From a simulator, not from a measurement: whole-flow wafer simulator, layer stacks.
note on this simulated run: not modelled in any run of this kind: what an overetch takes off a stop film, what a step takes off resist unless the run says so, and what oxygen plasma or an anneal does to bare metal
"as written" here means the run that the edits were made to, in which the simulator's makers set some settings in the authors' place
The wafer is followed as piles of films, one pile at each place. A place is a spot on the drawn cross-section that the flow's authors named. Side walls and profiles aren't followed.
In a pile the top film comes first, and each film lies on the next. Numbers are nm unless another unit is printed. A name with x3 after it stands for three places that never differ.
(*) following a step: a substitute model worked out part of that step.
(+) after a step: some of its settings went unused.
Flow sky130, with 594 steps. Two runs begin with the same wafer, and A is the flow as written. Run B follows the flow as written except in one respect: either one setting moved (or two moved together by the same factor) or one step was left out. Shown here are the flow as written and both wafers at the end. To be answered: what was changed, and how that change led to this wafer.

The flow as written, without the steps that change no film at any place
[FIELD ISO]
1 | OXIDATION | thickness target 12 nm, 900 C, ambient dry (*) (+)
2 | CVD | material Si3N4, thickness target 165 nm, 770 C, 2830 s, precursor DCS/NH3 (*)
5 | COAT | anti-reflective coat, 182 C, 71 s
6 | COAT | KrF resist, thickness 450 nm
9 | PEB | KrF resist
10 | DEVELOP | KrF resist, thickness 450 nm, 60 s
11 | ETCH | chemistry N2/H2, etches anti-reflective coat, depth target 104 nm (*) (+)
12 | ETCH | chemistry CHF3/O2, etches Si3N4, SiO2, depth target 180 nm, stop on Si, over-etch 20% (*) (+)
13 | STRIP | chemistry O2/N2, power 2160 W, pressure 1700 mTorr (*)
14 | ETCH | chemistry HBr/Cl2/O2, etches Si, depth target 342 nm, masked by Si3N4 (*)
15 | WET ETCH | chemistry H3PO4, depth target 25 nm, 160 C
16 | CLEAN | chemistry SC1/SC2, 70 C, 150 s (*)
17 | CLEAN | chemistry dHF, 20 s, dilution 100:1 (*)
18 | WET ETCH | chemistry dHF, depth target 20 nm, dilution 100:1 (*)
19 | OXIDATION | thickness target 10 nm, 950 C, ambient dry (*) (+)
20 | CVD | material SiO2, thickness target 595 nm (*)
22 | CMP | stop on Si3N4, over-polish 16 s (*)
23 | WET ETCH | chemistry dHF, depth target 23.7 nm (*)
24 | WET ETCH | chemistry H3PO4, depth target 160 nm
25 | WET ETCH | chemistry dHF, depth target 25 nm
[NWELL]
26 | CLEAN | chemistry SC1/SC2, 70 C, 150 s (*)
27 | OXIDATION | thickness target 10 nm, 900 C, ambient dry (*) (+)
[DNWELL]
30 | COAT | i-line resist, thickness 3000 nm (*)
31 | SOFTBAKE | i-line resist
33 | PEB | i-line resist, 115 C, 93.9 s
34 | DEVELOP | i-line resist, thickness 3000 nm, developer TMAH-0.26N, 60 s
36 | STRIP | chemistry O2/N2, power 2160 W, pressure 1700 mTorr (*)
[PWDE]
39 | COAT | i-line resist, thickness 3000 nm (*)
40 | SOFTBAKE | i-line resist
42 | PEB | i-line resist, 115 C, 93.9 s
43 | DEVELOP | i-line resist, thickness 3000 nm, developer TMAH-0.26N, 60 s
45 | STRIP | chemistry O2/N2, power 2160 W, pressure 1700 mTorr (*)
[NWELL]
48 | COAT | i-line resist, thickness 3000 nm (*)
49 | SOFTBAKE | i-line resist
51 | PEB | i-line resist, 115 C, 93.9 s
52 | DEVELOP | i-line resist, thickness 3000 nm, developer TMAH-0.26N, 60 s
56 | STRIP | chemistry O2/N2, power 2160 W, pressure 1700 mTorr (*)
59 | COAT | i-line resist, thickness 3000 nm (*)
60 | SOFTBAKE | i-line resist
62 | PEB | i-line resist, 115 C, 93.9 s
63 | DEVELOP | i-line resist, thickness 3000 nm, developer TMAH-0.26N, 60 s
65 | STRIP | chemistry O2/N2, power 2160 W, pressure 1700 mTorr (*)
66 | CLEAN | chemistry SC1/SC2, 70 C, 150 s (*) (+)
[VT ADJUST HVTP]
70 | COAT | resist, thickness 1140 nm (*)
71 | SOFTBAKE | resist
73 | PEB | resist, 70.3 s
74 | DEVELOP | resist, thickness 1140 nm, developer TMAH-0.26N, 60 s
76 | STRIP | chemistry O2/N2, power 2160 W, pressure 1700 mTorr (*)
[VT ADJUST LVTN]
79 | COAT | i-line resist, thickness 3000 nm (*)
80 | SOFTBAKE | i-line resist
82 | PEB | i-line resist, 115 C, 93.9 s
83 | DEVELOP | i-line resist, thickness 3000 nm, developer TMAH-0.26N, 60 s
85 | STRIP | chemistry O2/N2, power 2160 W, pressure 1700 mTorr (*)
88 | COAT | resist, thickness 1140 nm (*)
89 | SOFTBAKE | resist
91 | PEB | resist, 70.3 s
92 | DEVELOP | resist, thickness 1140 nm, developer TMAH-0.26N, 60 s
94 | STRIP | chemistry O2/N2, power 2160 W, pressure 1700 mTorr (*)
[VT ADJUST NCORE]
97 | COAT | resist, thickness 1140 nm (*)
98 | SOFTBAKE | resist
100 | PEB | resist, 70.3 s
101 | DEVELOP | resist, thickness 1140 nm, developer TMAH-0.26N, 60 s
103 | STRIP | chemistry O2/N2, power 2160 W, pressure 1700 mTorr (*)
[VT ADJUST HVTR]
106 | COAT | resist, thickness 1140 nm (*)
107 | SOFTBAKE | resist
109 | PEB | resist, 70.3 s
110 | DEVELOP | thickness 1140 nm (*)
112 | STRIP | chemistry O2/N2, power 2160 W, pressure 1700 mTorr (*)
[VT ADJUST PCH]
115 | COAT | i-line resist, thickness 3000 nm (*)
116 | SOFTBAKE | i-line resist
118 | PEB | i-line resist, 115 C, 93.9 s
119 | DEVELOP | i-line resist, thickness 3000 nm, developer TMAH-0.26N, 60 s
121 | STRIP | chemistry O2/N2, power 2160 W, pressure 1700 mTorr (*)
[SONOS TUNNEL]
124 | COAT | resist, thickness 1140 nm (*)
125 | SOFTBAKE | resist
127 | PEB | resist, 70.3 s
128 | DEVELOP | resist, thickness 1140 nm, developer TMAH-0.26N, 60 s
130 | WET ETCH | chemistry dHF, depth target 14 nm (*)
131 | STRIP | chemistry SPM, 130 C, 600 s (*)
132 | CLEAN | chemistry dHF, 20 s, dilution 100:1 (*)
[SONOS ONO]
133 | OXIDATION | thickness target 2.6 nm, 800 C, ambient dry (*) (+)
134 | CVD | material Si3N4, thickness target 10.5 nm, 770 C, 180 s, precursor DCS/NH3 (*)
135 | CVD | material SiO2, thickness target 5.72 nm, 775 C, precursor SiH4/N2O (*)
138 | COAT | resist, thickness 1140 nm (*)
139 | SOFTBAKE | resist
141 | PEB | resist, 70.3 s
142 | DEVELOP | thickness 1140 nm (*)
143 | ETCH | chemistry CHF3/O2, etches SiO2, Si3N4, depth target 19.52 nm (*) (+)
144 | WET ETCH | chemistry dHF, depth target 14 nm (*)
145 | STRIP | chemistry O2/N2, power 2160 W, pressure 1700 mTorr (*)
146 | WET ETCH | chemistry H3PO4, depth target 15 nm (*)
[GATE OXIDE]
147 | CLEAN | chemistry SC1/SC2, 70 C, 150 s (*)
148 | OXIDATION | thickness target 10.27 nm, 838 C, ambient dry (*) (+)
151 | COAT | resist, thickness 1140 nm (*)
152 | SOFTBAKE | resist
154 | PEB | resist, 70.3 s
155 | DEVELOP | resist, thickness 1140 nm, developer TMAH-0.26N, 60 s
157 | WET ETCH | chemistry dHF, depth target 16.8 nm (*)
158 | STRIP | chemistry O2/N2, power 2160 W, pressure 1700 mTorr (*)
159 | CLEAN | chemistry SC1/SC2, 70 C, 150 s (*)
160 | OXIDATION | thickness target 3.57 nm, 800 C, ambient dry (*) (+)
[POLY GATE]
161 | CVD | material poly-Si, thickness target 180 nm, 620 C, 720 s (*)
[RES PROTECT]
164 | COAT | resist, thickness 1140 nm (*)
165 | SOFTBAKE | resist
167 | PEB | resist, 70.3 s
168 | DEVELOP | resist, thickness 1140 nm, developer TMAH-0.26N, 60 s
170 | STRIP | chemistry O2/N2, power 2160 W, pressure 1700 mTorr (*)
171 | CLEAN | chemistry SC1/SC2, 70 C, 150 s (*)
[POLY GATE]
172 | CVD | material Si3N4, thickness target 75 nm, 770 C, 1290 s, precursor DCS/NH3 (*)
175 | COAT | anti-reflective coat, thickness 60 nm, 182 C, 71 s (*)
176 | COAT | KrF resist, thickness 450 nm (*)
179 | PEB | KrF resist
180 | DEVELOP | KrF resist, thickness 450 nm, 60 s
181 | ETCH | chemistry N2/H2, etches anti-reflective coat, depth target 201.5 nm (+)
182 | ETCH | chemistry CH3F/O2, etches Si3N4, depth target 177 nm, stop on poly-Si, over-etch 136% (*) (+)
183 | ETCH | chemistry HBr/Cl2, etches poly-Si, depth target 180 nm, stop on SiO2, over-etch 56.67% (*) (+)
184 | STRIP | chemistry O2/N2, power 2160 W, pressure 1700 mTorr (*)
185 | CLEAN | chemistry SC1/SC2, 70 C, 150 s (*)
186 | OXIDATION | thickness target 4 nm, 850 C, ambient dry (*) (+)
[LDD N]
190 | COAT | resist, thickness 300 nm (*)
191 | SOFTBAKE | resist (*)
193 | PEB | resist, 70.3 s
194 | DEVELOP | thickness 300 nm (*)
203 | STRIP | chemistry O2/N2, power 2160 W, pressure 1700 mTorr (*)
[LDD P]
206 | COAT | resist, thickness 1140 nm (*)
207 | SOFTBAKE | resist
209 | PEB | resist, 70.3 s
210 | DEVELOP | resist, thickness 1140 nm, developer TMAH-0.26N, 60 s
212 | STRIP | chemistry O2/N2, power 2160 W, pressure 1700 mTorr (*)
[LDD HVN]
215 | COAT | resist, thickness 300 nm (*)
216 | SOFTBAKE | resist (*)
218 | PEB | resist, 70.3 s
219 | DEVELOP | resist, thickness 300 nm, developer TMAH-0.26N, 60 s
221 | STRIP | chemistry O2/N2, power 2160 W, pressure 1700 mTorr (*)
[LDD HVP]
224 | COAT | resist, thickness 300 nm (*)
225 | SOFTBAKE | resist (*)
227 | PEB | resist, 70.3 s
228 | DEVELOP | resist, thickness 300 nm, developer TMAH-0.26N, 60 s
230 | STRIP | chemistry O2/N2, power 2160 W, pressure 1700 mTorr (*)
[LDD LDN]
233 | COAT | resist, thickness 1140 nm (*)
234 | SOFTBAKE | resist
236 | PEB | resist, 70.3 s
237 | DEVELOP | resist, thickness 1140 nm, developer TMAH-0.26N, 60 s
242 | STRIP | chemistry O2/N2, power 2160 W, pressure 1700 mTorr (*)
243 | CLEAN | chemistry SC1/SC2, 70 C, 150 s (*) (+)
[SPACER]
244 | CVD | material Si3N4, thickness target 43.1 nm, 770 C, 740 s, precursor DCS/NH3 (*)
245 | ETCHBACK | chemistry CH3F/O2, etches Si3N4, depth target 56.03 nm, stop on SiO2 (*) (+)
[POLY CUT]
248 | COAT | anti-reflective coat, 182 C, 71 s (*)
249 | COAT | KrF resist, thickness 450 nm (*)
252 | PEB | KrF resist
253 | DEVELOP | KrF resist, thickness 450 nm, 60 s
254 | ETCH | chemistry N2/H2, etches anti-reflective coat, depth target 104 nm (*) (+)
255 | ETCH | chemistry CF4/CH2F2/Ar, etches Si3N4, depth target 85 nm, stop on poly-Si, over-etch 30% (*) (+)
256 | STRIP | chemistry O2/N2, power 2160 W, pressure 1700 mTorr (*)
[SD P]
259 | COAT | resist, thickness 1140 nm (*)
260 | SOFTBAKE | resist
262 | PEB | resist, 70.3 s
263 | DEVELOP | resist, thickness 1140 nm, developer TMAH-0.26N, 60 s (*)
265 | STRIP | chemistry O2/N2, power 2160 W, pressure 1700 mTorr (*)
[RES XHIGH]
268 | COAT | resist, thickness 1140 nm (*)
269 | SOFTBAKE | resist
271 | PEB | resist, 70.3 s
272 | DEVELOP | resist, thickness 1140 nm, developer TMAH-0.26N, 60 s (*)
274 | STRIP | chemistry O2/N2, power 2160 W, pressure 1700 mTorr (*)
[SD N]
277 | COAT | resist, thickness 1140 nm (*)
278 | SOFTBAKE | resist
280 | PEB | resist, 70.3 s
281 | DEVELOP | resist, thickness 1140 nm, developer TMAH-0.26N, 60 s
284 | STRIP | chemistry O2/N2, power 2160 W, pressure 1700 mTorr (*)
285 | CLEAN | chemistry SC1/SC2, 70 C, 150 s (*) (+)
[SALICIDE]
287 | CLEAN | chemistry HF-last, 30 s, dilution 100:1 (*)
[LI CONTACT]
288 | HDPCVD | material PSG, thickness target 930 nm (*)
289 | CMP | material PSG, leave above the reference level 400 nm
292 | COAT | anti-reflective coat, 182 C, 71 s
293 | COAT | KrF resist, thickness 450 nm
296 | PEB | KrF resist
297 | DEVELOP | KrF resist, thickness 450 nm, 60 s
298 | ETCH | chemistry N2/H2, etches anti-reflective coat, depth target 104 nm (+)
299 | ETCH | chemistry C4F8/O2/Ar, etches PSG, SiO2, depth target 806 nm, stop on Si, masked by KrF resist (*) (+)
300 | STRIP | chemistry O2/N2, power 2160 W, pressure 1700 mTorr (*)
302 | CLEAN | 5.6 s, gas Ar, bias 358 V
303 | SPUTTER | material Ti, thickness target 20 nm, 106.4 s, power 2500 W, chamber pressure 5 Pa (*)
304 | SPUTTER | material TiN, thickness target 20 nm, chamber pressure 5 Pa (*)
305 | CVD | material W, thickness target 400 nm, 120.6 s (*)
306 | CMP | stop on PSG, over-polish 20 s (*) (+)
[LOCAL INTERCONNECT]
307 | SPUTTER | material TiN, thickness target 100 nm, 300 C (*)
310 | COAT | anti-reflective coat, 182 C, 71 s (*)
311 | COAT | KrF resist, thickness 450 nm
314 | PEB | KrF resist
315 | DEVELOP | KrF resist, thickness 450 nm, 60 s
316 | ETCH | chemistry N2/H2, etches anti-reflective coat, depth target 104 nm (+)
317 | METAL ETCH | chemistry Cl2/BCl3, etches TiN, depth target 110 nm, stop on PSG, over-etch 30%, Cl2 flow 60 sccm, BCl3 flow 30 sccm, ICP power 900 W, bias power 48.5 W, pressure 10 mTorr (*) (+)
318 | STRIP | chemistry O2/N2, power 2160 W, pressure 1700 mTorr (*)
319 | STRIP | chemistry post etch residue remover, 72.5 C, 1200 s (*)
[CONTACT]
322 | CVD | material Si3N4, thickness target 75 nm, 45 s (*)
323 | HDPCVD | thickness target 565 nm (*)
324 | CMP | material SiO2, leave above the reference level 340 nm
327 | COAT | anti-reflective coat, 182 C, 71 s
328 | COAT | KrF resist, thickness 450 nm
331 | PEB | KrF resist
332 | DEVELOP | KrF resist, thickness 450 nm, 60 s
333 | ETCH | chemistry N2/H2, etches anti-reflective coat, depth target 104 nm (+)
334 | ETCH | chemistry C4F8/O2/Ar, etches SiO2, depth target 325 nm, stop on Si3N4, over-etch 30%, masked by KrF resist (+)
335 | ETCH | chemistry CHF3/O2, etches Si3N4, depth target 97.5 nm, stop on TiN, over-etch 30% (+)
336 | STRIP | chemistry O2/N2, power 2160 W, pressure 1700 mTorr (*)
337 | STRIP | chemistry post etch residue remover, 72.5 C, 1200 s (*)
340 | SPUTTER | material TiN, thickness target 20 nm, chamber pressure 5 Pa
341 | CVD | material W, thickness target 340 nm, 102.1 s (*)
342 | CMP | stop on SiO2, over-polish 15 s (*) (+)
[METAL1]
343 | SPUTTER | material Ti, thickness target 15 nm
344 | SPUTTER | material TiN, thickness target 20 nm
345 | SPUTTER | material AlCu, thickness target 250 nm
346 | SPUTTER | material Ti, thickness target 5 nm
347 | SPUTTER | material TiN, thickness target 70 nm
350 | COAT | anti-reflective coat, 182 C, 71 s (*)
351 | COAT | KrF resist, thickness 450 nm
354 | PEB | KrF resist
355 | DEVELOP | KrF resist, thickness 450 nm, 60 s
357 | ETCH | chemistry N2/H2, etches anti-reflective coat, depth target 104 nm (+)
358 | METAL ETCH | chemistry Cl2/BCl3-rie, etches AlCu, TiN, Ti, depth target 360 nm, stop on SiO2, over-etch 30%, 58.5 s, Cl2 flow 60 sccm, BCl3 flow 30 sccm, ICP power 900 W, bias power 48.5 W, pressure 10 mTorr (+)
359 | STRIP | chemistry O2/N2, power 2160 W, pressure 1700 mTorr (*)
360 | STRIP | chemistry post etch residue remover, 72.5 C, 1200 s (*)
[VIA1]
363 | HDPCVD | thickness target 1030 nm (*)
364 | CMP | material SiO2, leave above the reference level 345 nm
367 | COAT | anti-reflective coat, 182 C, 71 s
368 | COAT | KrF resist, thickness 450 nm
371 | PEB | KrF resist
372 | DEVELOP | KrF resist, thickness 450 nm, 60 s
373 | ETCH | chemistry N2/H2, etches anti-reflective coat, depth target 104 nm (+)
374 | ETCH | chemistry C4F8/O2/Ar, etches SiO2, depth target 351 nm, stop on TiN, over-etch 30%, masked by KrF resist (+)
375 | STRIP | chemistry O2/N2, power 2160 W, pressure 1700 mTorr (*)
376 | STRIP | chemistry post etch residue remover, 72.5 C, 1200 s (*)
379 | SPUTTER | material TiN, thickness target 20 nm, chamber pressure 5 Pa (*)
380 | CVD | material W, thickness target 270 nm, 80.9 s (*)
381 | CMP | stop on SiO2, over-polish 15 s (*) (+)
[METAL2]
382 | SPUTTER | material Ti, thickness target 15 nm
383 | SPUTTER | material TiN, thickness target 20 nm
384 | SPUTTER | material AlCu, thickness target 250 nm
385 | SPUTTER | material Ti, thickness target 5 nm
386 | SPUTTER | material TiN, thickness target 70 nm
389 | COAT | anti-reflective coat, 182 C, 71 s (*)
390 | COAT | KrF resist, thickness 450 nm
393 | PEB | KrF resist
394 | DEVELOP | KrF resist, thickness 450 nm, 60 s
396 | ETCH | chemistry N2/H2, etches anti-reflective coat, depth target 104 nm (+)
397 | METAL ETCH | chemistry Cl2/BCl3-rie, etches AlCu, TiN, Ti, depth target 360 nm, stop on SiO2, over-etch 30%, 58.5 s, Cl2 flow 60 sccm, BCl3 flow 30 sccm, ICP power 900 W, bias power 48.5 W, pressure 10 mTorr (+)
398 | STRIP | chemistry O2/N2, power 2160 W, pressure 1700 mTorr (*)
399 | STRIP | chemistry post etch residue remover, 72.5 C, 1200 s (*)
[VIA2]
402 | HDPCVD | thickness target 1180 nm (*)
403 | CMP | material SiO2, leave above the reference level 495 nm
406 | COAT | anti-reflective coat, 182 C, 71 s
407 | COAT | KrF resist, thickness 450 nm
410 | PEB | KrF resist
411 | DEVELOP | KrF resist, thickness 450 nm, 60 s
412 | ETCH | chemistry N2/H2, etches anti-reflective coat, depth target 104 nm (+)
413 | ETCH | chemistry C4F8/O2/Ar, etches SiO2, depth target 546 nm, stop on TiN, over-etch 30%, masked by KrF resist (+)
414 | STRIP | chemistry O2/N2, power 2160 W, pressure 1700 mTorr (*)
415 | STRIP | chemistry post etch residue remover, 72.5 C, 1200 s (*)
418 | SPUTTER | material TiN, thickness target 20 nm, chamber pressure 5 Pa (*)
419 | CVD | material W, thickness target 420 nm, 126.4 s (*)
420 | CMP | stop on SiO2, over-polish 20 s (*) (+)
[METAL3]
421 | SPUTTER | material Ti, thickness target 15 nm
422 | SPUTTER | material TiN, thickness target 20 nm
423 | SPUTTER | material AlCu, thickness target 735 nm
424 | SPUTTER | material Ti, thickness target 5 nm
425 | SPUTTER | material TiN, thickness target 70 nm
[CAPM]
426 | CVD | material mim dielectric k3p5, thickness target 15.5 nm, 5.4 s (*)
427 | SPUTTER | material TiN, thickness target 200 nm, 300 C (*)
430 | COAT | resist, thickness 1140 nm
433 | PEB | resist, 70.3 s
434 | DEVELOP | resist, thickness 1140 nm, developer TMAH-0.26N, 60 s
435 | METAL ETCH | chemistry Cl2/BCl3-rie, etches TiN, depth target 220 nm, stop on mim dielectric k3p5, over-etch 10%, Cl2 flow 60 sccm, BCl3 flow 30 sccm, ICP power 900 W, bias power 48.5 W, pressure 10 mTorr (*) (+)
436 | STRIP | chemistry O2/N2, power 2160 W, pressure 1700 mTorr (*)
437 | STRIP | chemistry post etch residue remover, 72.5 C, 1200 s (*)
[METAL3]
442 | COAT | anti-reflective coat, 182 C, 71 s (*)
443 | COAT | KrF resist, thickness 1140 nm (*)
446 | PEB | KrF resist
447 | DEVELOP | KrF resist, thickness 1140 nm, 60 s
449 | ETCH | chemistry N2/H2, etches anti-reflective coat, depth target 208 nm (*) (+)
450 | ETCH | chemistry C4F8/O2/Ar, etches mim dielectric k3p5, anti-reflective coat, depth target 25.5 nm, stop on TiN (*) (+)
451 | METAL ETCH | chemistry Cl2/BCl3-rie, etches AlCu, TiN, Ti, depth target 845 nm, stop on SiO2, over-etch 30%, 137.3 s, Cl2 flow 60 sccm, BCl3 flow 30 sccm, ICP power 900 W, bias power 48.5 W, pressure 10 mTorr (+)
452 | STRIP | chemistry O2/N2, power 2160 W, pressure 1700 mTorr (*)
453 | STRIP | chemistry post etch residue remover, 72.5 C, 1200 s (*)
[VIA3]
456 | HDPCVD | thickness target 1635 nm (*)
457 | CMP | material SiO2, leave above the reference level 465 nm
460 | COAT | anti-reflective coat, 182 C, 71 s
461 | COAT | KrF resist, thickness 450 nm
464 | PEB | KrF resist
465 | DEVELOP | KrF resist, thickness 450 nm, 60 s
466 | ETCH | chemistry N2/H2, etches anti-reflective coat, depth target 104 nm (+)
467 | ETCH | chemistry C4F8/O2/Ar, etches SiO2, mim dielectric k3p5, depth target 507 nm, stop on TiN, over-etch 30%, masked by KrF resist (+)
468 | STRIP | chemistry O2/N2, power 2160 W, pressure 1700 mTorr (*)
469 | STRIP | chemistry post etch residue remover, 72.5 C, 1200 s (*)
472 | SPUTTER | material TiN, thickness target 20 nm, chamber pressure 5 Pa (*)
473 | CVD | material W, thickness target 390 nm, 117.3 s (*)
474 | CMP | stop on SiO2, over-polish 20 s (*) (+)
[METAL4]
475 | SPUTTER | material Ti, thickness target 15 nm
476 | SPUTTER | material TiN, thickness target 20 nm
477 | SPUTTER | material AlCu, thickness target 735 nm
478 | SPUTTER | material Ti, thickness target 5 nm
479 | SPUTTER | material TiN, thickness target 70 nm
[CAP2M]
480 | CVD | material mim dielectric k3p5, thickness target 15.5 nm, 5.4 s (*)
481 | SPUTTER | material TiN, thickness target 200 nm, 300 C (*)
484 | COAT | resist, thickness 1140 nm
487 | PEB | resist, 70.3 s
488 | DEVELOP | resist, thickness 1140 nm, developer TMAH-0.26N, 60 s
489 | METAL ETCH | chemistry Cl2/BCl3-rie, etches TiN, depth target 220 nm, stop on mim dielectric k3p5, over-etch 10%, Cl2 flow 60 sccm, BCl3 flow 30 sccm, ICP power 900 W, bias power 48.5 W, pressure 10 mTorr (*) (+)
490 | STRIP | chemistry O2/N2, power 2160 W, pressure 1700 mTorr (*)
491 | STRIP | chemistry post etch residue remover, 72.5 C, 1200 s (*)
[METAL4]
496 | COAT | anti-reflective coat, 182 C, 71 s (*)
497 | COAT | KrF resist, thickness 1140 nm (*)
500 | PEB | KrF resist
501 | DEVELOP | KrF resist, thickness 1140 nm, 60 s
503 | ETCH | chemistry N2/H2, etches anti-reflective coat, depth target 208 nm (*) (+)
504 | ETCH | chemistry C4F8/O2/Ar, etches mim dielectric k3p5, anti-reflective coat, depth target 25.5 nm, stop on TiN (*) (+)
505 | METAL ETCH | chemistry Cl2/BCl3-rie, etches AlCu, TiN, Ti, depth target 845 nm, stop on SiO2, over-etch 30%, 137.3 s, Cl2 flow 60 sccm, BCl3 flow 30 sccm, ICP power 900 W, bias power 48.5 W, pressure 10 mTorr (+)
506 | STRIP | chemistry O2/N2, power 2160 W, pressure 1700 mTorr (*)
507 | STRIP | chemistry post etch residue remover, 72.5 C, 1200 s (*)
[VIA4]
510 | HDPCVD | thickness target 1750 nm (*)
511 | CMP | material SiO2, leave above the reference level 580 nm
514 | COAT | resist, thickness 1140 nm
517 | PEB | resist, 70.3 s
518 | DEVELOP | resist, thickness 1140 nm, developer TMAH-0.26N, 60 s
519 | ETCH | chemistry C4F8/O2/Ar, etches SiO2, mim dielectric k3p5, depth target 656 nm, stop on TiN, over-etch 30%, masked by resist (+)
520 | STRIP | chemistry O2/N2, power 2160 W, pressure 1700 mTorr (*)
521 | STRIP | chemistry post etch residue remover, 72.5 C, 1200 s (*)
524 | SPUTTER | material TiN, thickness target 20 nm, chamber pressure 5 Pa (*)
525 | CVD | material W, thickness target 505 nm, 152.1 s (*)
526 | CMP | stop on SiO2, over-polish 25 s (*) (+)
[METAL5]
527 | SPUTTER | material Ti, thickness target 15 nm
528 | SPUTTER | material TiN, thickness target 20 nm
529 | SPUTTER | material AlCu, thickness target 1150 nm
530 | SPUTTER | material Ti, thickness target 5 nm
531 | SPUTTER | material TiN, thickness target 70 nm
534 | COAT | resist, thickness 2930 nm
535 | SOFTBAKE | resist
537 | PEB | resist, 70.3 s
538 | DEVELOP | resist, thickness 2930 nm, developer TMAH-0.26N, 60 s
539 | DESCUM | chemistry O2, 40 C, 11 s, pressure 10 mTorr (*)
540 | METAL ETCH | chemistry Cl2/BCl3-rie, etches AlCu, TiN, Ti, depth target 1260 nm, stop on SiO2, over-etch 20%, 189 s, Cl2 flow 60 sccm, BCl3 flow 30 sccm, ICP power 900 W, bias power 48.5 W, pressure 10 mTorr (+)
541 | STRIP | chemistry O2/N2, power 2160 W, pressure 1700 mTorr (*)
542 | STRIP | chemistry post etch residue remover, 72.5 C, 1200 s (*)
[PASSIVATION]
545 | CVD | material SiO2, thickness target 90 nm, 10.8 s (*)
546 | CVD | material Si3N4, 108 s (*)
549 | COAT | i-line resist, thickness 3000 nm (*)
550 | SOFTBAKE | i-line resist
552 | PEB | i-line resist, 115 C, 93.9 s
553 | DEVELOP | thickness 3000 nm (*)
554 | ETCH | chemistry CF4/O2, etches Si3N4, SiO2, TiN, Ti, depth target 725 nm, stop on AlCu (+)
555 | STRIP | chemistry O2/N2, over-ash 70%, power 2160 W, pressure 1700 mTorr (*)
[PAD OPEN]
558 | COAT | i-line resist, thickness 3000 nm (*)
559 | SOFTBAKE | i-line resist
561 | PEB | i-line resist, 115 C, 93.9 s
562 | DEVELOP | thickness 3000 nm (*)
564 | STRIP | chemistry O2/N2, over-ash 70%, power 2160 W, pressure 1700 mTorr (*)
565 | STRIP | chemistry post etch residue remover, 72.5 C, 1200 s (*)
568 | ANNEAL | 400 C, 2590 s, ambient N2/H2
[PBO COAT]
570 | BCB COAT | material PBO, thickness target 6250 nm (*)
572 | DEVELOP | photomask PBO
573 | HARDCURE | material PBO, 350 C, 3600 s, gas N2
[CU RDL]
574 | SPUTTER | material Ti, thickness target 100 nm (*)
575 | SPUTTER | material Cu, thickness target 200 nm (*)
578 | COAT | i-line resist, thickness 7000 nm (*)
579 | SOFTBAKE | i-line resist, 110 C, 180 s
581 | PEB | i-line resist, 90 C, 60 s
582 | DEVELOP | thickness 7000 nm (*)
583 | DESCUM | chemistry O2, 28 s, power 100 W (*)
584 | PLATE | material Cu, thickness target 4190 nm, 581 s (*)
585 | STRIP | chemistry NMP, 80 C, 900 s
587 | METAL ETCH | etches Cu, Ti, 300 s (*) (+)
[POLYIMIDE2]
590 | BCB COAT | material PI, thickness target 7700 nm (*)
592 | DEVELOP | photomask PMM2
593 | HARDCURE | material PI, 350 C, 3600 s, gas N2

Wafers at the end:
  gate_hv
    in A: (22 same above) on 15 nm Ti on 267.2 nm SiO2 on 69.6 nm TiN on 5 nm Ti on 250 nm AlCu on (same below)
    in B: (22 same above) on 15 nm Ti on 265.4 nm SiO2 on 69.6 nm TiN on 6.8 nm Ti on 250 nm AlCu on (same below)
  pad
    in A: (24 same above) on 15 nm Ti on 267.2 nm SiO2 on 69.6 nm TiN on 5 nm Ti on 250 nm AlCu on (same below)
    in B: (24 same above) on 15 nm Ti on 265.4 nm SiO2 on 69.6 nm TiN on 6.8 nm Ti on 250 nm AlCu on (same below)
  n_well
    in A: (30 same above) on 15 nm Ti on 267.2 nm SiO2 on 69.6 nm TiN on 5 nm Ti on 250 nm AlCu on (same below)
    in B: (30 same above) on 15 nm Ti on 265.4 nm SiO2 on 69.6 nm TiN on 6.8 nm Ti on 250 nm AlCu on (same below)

What caused this: step 346, SPUTTER: thickness target 6.8 nm was run, whereas the flow has thickness target 5 nm.
The wafer lets one read it off: gate_hv has Ti 6.8, and step 346 as written asks for 5 nm.

The path from the change to this, step by step:
  346 | SPUTTER | material Ti, thickness target 5 nm
      field, active, n_well and 188 more: A +5 Ti (new film) | B +6.8 Ti (new film)
  358 | METAL ETCH | chemistry Cl2/BCl3-rie, etches AlCu, TiN, Ti, depth target 360 nm, stop on SiO2, over-etch 30%, 58.5 s, Cl2 flow 60 sccm, BCl3 flow 30 sccm, ICP power 900 W, bias power 48.5 W, pressure 10 mTorr (+)
      field, active, gate and 81 more: A -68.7 TiN (all of it), -5 Ti (all of it), -250 AlCu (all of it), -20 TiN (all of it), -15 Ti (all of it), -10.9 SiO2 | B -68.7 TiN (all of it), -6.8 Ti (all of it), -250 AlCu (all of it), -20 TiN (all of it), -15 Ti (all of it), -10.8 SiO2
